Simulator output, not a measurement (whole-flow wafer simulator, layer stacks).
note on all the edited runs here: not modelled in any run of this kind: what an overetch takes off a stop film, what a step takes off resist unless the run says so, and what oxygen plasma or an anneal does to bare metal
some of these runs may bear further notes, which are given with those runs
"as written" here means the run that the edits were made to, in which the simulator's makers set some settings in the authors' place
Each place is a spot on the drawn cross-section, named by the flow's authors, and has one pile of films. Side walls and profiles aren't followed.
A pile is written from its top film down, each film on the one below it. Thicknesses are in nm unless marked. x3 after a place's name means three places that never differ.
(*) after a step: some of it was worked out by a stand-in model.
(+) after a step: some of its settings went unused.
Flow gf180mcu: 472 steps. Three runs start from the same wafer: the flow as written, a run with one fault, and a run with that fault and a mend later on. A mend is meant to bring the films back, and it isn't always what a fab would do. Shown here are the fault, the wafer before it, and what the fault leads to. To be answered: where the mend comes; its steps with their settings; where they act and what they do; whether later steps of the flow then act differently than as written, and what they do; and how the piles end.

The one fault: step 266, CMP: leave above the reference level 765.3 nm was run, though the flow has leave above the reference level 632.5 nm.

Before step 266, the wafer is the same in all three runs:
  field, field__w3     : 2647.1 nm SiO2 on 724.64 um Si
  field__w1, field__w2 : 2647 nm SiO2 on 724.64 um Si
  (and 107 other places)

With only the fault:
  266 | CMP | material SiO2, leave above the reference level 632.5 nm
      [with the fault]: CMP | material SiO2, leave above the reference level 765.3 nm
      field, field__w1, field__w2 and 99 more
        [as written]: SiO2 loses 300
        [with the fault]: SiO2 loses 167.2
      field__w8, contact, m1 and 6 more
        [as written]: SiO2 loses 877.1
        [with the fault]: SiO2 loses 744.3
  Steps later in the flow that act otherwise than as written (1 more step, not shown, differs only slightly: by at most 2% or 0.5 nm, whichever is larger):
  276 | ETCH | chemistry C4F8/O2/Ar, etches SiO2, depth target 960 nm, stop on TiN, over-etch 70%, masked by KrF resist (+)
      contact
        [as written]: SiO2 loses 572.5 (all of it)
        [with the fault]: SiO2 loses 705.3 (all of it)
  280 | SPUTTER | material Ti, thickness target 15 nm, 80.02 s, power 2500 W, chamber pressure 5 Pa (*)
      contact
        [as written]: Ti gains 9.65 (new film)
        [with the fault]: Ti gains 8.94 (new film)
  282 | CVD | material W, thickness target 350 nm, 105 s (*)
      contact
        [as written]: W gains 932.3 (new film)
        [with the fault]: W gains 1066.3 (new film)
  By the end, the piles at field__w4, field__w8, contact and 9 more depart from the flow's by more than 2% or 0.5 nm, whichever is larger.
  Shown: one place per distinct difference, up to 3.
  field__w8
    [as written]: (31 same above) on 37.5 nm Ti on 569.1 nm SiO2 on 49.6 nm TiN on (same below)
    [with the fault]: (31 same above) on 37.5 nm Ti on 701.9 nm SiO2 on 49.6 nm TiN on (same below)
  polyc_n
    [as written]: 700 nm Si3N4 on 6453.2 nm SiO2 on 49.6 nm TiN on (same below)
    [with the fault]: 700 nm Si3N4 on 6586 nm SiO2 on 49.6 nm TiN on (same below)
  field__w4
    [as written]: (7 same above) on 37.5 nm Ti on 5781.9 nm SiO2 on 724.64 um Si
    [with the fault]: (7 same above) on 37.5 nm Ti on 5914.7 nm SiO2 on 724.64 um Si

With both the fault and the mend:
  The mend follows step 274.
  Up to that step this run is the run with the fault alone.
  274a | STRIP | chemistry O2/N2, power 2160 W, pressure 1700 mTorr (*)
      field, field__w1, field__w2 and 107 more
        KrF resist loses 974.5 (all of it), anti-reflective coat loses 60 (all of it)
      contact
        anti-reflective coat loses 60 (all of it)
  274b | CMP | material SiO2, leave above the reference level 632.5 nm (the flow's step 266, run once more)
      field, field__w1, field__w2 and 108 more
        SiO2 loses 132.8
  274c | HMDS | 120 C, 60 s (the flow's step 268, run once more)
      alters no film at any place that is followed
  274d | COAT | anti-reflective coat, thickness 60 nm, 182 C, 71 s (the flow's step 269, run once more)
      field, field__w1, field__w2 and 108 more
        anti-reflective coat gains 60 (new film)
  274e | COAT | KrF resist, thickness 1000 nm (the flow's step 270, run once more)
      field, field__w1, field__w2 and 108 more
        KrF resist gains 1000 (new film)
  274f | SOFTBAKE | KrF resist (the flow's step 271, run once more)
      alters no film at any place that is followed
  274g | EXPOSE | photomask Via1 (the flow's step 272, run once more)
      alters no film at any place that is followed
  274h | PEB | KrF resist, 135 C, 90 s (the flow's step 273, run once more)
      field, field__w1, field__w2 and 108 more
        KrF resist loses 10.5
  274i | DEVELOP | KrF resist, thickness 1000 nm, 60 s (the flow's step 274, run once more)
      field, field__w1, field__w2 and 107 more
        KrF resist loses 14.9
      contact
        KrF resist loses 989.5 (all of it)
  None of the later steps of the flow acts differently than as written at any place that is followed.
  By the end, the piles equal the flow's at every place that both follow.
